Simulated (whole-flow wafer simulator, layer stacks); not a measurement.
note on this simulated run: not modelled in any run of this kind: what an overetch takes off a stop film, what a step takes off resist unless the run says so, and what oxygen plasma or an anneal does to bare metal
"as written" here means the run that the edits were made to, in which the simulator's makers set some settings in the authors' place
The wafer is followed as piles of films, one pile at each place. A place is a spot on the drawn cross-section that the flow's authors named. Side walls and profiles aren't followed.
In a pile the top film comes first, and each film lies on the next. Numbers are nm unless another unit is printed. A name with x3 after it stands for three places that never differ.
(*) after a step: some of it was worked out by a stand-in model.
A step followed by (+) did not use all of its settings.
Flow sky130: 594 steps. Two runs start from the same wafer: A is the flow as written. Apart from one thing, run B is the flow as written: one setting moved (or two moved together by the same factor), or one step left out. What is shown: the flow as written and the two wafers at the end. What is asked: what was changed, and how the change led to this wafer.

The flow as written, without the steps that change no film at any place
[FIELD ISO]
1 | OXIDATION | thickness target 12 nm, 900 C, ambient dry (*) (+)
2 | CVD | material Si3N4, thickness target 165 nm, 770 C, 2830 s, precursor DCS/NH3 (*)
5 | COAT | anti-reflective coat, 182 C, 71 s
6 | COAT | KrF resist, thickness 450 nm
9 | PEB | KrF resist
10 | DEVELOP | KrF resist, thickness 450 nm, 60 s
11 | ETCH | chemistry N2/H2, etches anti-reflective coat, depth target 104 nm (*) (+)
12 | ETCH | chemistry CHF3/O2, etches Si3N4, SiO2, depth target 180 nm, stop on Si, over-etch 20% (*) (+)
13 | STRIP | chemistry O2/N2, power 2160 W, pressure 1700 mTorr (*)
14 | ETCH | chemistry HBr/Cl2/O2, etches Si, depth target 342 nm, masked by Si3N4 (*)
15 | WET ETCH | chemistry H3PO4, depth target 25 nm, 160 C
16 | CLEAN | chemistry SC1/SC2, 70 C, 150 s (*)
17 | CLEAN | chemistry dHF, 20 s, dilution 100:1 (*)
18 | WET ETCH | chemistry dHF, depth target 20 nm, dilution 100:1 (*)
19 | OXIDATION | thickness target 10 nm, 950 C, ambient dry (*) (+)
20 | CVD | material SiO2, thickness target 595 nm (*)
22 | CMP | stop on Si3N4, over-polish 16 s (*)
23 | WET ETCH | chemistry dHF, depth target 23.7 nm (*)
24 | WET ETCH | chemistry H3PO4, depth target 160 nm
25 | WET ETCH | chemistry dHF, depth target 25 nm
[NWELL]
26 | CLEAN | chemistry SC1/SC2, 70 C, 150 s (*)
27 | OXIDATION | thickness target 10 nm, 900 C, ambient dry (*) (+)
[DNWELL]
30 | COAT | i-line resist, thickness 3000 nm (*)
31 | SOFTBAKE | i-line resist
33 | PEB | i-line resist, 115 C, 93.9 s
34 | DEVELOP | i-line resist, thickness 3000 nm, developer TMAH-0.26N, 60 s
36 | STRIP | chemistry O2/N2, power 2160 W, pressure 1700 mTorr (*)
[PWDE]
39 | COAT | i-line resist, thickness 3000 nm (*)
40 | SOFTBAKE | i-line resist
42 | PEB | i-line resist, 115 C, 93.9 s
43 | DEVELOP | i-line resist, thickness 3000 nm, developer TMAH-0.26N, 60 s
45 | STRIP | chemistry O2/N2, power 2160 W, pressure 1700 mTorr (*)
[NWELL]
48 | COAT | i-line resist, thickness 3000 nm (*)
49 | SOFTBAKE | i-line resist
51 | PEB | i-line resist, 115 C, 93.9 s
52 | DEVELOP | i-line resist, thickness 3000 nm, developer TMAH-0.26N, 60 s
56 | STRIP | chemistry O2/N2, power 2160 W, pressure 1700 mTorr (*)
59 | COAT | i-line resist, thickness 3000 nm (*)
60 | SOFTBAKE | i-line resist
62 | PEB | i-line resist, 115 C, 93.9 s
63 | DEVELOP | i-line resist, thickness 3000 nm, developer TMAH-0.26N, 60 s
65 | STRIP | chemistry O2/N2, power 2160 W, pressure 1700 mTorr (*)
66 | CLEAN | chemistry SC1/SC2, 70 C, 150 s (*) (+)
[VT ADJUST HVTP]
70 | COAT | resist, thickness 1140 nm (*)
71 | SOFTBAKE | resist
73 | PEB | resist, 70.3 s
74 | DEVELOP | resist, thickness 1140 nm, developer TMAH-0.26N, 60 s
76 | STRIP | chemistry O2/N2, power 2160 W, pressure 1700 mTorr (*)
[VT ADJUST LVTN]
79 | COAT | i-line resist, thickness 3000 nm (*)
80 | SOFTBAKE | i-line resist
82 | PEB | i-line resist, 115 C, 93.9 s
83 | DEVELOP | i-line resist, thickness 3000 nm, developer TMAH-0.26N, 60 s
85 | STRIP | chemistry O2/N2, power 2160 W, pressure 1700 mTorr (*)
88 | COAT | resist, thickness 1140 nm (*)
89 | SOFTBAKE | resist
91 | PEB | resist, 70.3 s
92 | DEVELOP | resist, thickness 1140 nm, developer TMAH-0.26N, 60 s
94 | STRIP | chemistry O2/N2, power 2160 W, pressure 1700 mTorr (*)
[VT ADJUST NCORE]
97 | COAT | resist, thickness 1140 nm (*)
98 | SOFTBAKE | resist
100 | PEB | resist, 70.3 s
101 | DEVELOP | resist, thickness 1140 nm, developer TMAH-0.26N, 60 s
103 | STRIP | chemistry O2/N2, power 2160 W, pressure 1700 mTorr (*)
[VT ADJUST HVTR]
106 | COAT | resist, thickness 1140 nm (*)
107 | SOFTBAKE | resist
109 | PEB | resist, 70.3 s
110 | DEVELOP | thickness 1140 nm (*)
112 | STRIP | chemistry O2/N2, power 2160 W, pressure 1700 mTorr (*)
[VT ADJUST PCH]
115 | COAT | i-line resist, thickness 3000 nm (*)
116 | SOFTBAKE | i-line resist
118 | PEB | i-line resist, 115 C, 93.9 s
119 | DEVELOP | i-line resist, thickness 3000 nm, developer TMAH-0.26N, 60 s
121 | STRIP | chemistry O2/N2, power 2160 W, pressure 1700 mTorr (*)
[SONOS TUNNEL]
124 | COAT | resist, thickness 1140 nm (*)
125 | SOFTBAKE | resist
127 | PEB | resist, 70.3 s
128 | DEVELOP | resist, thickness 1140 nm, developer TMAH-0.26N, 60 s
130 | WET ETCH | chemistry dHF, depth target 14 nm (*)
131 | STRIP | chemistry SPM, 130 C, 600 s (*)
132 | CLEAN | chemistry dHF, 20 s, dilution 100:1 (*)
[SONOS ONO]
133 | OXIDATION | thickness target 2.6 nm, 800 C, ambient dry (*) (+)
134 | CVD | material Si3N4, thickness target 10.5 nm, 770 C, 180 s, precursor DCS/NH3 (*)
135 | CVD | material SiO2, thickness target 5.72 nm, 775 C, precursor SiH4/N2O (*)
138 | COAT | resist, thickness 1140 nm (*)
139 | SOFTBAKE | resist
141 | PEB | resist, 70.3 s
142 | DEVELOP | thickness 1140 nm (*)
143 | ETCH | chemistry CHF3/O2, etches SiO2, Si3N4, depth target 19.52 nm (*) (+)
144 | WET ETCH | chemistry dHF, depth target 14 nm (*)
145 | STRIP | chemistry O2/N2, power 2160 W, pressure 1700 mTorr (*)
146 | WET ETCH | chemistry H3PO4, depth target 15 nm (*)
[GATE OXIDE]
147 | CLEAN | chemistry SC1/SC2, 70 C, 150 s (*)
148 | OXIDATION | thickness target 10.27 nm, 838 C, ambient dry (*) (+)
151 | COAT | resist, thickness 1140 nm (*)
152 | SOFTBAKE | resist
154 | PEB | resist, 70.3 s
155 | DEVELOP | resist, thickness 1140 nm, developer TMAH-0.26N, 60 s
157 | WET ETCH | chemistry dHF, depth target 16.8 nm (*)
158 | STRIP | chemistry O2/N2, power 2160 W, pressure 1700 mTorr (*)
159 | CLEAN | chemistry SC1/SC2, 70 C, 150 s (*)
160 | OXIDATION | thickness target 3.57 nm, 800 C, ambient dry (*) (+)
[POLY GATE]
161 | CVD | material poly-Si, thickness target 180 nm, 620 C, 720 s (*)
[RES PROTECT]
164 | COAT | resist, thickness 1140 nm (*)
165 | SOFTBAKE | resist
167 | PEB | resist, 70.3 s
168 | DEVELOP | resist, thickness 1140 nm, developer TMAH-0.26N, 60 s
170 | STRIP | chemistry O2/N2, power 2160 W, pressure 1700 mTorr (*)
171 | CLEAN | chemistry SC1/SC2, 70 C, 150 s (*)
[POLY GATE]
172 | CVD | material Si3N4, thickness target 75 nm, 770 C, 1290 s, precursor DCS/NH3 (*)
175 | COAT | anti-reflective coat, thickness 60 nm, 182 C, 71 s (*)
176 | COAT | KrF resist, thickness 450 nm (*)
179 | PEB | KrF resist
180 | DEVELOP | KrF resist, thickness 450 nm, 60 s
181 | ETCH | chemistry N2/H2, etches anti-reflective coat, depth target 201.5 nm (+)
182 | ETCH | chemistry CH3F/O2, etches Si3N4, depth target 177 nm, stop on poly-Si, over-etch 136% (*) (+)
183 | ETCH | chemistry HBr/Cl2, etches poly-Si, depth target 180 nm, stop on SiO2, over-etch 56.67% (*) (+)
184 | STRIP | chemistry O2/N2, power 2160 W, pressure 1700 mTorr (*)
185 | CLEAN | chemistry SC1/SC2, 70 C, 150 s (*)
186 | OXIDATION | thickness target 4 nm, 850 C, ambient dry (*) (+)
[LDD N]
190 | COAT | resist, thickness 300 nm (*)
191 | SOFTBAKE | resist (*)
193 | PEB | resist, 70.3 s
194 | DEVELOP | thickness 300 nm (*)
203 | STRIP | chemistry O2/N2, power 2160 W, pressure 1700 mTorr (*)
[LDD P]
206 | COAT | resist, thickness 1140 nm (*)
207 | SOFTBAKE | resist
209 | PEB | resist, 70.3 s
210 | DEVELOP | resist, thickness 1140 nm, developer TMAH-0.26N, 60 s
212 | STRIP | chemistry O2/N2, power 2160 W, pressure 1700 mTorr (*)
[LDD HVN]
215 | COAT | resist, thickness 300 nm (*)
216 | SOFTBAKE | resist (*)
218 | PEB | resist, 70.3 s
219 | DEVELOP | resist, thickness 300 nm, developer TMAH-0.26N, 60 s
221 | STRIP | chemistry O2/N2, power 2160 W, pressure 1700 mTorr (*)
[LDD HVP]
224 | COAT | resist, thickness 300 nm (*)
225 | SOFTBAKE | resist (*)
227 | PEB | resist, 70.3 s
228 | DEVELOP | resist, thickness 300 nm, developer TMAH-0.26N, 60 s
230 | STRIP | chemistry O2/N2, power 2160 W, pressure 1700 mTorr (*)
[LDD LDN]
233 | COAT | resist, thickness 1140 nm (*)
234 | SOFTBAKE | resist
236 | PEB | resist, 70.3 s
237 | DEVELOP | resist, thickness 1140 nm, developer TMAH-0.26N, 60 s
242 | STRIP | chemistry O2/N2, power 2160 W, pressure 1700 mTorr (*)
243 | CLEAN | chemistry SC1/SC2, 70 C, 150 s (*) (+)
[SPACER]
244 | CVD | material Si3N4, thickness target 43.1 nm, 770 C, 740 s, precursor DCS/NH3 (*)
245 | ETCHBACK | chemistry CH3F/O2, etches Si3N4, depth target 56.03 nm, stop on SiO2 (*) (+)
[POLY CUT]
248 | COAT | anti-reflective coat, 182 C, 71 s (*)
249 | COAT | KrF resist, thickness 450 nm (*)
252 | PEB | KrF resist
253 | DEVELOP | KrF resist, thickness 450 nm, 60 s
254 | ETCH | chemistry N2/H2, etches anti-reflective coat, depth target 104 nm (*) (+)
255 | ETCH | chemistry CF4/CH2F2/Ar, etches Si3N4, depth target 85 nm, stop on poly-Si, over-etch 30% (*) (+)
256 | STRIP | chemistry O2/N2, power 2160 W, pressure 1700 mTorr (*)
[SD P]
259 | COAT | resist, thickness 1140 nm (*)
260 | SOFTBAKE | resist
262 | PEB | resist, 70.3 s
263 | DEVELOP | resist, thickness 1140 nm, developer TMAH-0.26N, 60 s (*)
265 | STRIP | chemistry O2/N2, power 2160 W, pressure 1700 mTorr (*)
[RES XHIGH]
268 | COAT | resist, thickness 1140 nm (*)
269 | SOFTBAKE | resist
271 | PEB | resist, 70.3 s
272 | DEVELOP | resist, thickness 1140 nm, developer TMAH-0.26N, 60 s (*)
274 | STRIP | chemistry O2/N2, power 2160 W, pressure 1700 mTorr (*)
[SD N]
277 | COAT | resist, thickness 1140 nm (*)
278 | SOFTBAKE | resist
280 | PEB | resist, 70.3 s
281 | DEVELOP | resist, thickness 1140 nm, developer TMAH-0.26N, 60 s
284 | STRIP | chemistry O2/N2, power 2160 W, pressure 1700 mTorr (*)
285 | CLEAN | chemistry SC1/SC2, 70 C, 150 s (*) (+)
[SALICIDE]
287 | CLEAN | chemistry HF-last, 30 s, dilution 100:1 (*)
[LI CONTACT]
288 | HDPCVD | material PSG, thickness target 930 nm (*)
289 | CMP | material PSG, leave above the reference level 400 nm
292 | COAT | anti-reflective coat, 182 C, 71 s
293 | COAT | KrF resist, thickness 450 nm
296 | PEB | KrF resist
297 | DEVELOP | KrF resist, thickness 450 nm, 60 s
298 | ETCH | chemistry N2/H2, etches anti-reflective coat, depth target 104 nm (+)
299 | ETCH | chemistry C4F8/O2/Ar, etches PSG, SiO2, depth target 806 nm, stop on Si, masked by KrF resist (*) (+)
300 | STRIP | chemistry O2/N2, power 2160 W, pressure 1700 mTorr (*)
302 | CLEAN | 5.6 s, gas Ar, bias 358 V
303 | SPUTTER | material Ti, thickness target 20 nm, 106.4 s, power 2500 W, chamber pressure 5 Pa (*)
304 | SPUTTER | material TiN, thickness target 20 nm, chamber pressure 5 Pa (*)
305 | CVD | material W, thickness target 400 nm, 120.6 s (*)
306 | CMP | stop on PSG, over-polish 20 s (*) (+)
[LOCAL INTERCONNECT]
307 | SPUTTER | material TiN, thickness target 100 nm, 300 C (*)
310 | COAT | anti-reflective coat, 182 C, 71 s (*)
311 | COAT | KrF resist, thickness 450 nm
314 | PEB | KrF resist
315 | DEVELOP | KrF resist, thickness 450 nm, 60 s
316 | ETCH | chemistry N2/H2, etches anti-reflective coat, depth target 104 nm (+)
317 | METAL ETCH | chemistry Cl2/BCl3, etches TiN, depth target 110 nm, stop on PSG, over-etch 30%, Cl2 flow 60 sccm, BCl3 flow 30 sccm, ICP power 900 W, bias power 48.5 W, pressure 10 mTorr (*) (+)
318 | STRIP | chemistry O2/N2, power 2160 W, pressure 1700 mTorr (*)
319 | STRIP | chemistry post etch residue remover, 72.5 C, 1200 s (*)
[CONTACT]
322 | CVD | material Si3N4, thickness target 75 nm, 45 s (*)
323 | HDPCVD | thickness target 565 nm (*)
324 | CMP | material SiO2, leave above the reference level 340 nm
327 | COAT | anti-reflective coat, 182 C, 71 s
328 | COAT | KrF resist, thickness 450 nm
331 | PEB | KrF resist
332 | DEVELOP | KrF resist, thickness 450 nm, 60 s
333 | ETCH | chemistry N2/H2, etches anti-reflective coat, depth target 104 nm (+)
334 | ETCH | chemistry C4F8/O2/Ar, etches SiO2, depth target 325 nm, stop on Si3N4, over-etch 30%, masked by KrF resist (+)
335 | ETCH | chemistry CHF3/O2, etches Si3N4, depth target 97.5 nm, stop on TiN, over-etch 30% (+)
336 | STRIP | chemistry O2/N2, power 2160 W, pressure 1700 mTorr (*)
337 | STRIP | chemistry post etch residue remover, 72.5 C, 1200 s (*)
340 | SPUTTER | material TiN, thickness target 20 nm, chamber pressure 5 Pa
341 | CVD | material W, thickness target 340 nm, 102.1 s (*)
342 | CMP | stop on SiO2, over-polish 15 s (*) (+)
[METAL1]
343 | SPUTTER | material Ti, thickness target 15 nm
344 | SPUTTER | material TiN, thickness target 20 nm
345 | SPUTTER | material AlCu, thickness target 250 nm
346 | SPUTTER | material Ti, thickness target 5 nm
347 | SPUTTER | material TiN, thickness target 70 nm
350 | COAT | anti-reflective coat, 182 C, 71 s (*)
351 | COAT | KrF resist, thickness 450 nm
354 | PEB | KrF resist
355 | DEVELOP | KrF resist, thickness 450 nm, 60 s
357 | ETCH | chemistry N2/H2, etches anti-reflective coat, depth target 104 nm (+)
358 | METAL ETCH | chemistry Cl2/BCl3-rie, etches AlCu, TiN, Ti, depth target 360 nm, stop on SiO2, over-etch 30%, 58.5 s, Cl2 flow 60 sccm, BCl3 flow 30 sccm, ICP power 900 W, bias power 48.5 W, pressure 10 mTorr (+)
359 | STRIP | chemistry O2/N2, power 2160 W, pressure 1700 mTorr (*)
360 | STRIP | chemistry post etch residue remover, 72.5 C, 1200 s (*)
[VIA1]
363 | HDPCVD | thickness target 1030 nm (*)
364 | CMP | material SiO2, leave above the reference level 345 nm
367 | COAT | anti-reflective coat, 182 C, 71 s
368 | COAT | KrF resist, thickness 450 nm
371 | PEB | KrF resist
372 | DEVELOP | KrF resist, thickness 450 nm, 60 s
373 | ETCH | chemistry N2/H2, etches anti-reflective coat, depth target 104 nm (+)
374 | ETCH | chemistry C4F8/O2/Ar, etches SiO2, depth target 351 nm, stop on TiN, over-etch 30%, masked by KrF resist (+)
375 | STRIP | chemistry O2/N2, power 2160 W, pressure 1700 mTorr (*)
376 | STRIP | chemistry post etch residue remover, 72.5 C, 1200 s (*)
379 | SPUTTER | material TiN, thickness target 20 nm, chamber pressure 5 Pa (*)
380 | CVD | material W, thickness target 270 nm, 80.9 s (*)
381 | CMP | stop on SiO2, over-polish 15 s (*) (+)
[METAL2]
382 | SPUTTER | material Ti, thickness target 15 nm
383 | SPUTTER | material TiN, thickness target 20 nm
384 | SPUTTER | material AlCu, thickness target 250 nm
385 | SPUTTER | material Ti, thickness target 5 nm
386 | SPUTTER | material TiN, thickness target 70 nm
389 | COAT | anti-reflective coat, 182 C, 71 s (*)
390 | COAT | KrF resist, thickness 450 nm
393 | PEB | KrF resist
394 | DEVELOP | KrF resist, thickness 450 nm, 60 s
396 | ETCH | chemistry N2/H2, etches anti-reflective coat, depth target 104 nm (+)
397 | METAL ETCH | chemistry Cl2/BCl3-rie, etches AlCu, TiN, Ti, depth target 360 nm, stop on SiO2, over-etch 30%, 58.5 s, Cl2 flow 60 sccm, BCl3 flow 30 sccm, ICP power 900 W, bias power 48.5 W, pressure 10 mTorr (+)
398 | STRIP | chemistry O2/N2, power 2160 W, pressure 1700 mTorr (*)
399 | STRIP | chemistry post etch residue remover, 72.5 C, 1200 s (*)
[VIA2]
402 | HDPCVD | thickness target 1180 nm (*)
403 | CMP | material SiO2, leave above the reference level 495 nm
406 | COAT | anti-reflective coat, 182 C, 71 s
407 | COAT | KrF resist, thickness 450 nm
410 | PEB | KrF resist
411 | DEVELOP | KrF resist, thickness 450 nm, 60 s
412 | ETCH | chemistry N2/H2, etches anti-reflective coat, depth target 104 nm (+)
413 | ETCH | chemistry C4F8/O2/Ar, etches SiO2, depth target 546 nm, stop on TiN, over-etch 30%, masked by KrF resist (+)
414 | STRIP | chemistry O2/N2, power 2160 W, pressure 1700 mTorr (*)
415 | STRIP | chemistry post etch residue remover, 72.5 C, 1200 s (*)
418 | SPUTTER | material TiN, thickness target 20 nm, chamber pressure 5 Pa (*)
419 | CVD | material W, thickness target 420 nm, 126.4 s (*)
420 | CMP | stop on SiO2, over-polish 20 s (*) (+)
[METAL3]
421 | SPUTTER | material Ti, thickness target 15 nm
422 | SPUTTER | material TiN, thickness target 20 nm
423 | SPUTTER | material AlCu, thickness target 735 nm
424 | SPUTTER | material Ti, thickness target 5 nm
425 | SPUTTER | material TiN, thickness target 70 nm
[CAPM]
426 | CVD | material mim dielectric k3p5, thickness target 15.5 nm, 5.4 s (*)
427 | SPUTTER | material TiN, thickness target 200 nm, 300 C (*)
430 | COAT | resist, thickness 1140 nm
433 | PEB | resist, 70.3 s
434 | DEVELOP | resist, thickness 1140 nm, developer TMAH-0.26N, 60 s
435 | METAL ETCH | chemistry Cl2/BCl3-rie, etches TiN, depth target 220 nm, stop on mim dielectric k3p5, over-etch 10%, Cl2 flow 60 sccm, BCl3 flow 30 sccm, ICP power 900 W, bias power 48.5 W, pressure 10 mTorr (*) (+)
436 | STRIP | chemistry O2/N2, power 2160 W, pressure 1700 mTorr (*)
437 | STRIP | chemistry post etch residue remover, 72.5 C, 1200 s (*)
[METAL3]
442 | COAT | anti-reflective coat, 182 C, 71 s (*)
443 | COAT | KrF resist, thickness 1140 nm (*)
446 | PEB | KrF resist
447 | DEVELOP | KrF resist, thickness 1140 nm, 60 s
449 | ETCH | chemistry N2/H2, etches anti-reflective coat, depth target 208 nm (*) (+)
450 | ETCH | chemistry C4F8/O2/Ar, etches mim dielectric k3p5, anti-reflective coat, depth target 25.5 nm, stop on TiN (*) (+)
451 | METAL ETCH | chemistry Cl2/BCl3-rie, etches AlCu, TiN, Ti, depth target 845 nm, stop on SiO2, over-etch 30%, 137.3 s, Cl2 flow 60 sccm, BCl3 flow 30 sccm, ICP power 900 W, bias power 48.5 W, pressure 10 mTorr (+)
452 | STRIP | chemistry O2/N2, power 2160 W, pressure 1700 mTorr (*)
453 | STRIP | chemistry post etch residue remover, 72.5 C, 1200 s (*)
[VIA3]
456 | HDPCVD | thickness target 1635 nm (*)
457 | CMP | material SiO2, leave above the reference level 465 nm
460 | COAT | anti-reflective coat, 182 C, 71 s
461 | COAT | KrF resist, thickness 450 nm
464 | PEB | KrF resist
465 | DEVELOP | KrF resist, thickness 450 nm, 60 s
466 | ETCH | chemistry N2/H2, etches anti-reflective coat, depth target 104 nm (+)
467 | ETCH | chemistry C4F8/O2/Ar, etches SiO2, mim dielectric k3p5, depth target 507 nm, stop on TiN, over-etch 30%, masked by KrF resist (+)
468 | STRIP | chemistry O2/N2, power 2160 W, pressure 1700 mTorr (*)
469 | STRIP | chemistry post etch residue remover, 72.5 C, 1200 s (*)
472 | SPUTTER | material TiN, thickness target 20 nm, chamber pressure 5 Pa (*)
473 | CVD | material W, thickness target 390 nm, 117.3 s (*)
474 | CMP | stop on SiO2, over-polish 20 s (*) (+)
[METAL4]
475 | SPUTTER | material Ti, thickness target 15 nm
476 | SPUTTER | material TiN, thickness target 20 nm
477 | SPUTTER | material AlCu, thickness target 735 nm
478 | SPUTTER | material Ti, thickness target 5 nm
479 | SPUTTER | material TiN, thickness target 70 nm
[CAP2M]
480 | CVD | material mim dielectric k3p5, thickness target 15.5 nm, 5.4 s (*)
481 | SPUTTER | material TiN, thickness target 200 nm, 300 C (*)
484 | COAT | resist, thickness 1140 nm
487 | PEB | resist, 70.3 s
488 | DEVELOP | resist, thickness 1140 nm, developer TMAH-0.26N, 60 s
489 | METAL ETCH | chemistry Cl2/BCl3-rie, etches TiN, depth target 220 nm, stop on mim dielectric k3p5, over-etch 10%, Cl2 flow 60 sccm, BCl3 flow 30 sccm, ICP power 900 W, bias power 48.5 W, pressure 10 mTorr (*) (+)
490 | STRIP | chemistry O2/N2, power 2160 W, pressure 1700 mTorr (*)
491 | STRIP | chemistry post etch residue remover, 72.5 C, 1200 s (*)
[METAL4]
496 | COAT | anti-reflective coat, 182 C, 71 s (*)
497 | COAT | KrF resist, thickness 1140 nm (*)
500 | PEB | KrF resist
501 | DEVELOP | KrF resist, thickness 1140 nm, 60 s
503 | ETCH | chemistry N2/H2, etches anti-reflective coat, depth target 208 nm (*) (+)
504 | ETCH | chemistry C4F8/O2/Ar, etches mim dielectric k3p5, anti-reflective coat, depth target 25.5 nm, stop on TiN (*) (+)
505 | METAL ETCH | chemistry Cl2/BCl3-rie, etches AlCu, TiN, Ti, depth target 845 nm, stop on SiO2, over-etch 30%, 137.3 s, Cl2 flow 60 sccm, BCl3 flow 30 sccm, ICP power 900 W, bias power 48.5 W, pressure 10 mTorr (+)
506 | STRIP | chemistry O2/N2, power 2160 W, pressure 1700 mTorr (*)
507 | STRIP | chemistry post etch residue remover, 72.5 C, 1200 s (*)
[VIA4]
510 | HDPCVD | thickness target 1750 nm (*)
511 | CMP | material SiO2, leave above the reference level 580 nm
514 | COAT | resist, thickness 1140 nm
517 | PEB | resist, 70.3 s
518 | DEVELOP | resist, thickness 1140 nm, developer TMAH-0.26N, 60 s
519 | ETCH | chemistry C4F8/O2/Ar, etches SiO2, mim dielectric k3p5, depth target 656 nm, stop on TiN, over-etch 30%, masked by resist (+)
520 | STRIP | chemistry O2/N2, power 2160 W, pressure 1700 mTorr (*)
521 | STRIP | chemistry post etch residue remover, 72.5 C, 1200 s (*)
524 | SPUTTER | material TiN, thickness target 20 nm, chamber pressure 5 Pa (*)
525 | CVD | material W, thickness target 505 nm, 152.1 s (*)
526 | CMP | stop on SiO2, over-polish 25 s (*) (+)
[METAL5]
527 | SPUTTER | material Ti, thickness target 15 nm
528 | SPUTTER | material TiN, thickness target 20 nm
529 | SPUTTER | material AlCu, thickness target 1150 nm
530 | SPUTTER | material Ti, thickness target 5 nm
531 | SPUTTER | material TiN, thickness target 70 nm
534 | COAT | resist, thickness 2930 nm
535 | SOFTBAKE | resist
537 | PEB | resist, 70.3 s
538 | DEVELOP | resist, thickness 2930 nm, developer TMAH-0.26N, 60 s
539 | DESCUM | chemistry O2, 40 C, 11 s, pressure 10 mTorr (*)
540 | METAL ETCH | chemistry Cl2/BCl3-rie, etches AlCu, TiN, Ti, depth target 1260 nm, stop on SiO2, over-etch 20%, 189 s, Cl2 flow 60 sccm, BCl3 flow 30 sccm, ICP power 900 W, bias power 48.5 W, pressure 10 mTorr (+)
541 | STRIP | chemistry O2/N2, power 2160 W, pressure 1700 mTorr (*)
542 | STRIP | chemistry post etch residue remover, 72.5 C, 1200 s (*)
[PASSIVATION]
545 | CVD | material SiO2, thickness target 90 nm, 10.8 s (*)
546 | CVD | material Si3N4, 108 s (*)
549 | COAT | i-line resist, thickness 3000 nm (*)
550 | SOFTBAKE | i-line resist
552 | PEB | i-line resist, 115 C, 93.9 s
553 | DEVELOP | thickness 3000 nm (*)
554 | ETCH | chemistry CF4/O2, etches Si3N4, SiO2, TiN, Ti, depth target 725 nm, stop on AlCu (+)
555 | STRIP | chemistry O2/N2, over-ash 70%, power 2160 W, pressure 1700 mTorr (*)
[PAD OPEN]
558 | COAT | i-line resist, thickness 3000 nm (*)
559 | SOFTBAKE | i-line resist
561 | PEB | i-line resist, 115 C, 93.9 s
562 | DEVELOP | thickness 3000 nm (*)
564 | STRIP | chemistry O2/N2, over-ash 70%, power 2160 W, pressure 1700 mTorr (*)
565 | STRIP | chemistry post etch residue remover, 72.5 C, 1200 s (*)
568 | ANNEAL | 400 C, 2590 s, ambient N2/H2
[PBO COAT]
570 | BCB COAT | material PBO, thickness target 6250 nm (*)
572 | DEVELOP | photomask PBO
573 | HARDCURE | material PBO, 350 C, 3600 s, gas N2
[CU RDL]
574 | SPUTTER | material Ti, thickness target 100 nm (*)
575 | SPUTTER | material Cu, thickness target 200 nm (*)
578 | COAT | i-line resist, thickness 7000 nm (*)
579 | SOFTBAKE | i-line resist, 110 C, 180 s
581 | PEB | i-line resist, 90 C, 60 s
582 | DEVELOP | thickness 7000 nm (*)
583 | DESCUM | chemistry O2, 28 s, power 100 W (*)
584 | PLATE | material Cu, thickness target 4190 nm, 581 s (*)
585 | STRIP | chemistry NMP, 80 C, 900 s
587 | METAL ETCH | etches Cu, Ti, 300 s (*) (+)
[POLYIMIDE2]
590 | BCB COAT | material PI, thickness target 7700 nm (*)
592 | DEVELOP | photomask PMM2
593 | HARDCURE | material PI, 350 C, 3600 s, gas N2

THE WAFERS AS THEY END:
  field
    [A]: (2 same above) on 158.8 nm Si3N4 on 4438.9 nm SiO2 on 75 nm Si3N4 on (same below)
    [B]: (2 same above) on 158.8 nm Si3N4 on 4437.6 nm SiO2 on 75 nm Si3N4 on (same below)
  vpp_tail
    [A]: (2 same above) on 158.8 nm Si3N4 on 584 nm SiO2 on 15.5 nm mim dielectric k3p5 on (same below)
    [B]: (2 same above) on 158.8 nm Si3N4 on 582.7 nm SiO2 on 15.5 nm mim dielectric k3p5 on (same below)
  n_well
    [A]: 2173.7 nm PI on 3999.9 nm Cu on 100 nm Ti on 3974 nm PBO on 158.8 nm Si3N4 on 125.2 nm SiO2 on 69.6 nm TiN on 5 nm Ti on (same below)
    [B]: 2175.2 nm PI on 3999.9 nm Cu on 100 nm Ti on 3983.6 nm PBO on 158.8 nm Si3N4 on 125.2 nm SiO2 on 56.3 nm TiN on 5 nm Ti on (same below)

The reason: step 531, SPUTTER: thickness target 56.7 nm was run, though the flow has thickness target 70 nm.

Step by step, how the change led to this:
  531 | SPUTTER | material TiN, thickness target 70 nm
      field, active, n_well and 190 more: A TiN gains 70 (new film) | B TiN gains 56.7 (new film)
  540 | METAL ETCH | chemistry Cl2/BCl3-rie, etches AlCu, TiN, Ti, depth target 1260 nm, stop on SiO2, over-etch 20%, 189 s, Cl2 flow 60 sccm, BCl3 flow 30 sccm, ICP power 900 W, bias power 48.5 W, pressure 10 mTorr (+)
      field, active, gate and 175 more: A TiN loses 70 (all of it), Ti loses 5 (all of it), AlCu loses 1150 (all of it), TiN loses 20 (all of it), Ti loses 15 (all of it), SiO2 loses 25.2 | B TiN loses 56.7 (all of it), Ti loses 5 (all of it), AlCu loses 1150 (all of it), TiN loses 20 (all of it), Ti loses 15 (all of it), SiO2 loses 26.5
  554 | ETCH | chemistry CF4/O2, etches Si3N4, SiO2, TiN, Ti, depth target 725 nm, stop on AlCu (+)
      field, active, n_well and 189 more: A i-line resist loses 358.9 | B i-line resist loses 345.6
      pad: A Si3N4 loses 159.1 (all of it), SiO2 loses 125.2 (all of it), TiN loses 69.6 (all of it), Ti loses 5 (all of it) | B Si3N4 loses 159.1 (all of it), SiO2 loses 125.2 (all of it), TiN loses 56.3 (all of it), Ti loses 5 (all of it)
